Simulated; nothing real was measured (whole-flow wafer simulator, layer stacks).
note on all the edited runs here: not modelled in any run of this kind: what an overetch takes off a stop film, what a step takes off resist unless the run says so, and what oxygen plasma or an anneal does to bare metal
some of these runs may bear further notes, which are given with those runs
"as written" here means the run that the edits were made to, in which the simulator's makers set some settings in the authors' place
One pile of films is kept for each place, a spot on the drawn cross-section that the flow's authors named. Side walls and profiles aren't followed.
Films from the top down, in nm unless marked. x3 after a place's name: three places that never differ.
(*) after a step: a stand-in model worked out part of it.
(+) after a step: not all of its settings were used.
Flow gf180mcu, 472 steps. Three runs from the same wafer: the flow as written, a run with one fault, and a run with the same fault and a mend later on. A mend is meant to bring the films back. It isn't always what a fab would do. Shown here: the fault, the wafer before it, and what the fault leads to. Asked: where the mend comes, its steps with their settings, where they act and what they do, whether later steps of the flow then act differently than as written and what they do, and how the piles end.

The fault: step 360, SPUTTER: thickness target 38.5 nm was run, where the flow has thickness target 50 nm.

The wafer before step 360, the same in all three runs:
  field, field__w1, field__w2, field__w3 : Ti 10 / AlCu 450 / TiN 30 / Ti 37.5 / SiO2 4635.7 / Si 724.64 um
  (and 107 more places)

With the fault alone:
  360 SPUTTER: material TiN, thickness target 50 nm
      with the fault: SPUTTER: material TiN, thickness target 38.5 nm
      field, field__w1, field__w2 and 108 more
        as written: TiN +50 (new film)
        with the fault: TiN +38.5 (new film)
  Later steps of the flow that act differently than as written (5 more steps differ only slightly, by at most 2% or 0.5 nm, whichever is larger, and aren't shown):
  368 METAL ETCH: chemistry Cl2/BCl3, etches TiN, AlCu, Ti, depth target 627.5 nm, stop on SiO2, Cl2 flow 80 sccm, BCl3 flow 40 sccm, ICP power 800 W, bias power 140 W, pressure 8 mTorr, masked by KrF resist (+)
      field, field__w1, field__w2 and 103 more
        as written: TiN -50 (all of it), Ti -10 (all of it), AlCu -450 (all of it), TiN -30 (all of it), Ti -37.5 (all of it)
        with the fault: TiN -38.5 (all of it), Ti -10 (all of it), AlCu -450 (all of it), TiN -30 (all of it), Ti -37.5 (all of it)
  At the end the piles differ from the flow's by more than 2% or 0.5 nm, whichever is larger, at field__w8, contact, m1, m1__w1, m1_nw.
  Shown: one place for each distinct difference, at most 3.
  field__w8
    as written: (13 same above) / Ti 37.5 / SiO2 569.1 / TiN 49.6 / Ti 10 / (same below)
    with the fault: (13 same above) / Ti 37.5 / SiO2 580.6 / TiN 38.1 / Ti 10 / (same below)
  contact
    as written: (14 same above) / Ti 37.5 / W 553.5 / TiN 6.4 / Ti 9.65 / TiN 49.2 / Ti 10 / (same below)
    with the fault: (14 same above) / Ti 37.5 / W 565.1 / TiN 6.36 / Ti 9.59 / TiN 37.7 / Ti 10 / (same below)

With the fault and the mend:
  The mend comes after step 367.
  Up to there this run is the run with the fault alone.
  367a STRIP: chemistry O2/N2, power 2160 W, pressure 1700 mTorr (*)
      field__w8, contact, m1, m1__w1, m1_nw
        KrF resist -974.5 (all of it)
  367b SPUTTER: material TiN, thickness target 11.5 nm (the flow's step 360 once more, with other settings)
      field, field__w1, field__w2 and 108 more
        TiN +11.5
  367c HMDS: 120 C, 60 s (the flow's step 362 once more)
      changes no film at any place that is followed
  367d COAT: KrF resist, thickness 1000 nm (the flow's step 363 once more)
      field, field__w1, field__w2 and 108 more
        KrF resist +1000 (new film)
  367e SOFTBAKE: KrF resist (the flow's step 364 once more)
      changes no film at any place that is followed
  367f EXPOSE: photomask Metal4 (the flow's step 365 once more)
      changes no film at any place that is followed
  367g PEB: KrF resist, 135 C, 90 s (the flow's step 366 once more)
      field, field__w1, field__w2 and 108 more
        KrF resist -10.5
  367h DEVELOP: thickness 1000 nm, 60 s (the flow's step 367 once more)
      field, field__w1, field__w2 and 103 more
        KrF resist -989.5 (all of it)
      field__w8, contact, m1, m1__w1, m1_nw
        KrF resist -14.9
  No later step of the flow acts differently than as written at any place that is followed.
  At the end the piles are the same as the flow's at every place that both follow.
